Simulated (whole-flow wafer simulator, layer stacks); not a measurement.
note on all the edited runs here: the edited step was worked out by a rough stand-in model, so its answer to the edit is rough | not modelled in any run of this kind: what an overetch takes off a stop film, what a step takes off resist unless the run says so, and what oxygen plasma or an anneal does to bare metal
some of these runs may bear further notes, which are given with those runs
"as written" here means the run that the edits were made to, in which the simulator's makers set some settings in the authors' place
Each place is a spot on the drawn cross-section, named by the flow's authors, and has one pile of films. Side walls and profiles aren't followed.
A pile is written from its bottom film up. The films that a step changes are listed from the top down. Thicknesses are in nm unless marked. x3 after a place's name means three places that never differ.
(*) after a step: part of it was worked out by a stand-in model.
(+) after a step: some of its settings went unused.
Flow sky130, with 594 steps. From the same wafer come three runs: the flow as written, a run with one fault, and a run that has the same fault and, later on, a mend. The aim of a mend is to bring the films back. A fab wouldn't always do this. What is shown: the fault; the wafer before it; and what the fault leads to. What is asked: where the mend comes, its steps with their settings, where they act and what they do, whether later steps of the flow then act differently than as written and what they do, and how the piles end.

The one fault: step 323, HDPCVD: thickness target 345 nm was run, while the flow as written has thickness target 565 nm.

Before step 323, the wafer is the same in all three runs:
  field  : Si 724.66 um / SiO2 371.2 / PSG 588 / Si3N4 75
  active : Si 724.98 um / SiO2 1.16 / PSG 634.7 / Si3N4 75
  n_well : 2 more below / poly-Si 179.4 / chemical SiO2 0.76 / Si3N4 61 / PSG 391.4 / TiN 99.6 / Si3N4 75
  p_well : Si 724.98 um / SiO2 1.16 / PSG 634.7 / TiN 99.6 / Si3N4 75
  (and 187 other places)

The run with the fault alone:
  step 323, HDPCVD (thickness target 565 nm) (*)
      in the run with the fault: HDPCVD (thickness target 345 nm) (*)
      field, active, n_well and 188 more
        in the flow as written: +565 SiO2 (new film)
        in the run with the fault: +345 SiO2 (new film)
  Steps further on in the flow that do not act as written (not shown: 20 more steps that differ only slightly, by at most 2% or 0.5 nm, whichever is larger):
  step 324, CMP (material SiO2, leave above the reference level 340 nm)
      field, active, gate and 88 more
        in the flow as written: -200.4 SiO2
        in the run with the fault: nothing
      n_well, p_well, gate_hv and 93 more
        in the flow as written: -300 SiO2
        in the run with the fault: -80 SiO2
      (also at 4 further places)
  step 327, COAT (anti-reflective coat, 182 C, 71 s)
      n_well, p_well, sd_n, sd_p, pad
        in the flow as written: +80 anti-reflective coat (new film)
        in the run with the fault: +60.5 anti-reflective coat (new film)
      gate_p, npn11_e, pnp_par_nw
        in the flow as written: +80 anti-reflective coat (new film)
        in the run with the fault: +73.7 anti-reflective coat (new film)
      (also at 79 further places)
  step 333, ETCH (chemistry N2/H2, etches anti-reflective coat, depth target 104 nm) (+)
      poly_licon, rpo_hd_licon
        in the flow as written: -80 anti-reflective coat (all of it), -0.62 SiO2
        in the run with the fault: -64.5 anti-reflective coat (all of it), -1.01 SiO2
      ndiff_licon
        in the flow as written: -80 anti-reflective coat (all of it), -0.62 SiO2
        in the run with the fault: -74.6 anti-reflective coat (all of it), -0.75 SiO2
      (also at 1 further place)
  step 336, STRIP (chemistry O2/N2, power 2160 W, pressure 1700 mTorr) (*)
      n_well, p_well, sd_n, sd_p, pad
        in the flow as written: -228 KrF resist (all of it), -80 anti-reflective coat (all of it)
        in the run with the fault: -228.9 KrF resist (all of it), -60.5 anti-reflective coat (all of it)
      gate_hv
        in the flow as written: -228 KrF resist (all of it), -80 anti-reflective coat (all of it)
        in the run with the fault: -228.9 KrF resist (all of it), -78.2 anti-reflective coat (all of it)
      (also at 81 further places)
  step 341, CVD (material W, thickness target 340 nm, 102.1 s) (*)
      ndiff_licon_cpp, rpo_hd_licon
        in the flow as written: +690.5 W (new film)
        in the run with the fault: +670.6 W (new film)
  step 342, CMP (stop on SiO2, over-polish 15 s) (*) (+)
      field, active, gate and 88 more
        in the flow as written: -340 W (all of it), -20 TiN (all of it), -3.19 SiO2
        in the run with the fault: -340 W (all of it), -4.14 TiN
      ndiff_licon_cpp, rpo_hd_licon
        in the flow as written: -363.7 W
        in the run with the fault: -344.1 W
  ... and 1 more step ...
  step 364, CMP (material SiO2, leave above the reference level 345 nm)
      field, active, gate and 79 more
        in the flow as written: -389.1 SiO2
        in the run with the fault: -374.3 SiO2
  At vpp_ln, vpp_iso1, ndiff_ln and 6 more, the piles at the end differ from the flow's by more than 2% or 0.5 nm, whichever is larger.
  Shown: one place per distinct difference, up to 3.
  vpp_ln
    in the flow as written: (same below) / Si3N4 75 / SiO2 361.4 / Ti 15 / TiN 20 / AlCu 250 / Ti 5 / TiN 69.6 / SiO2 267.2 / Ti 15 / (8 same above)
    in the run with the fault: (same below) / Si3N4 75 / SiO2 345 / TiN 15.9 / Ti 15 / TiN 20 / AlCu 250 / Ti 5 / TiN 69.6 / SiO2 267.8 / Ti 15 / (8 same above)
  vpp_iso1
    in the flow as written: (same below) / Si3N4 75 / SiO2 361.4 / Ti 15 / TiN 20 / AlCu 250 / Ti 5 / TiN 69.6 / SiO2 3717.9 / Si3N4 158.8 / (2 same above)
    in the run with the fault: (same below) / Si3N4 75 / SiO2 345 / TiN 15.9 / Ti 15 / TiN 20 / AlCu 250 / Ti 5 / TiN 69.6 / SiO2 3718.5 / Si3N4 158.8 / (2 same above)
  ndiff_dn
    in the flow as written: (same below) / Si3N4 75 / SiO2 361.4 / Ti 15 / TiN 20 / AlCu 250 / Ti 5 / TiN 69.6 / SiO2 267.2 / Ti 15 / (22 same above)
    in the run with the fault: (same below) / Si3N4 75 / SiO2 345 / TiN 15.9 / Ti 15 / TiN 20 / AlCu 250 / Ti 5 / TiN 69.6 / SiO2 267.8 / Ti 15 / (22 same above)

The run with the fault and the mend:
  The mend follows step 323.
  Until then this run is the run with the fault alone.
  step 323a, HDPCVD (thickness target 220 nm) (*) (the flow's step 323 again, with other settings)
      field, active, n_well and 188 more
        +220 SiO2
  None of the later steps of the flow acts differently than as written at any place that is followed.
  At every place that both follow, the piles at the end match the flow's.
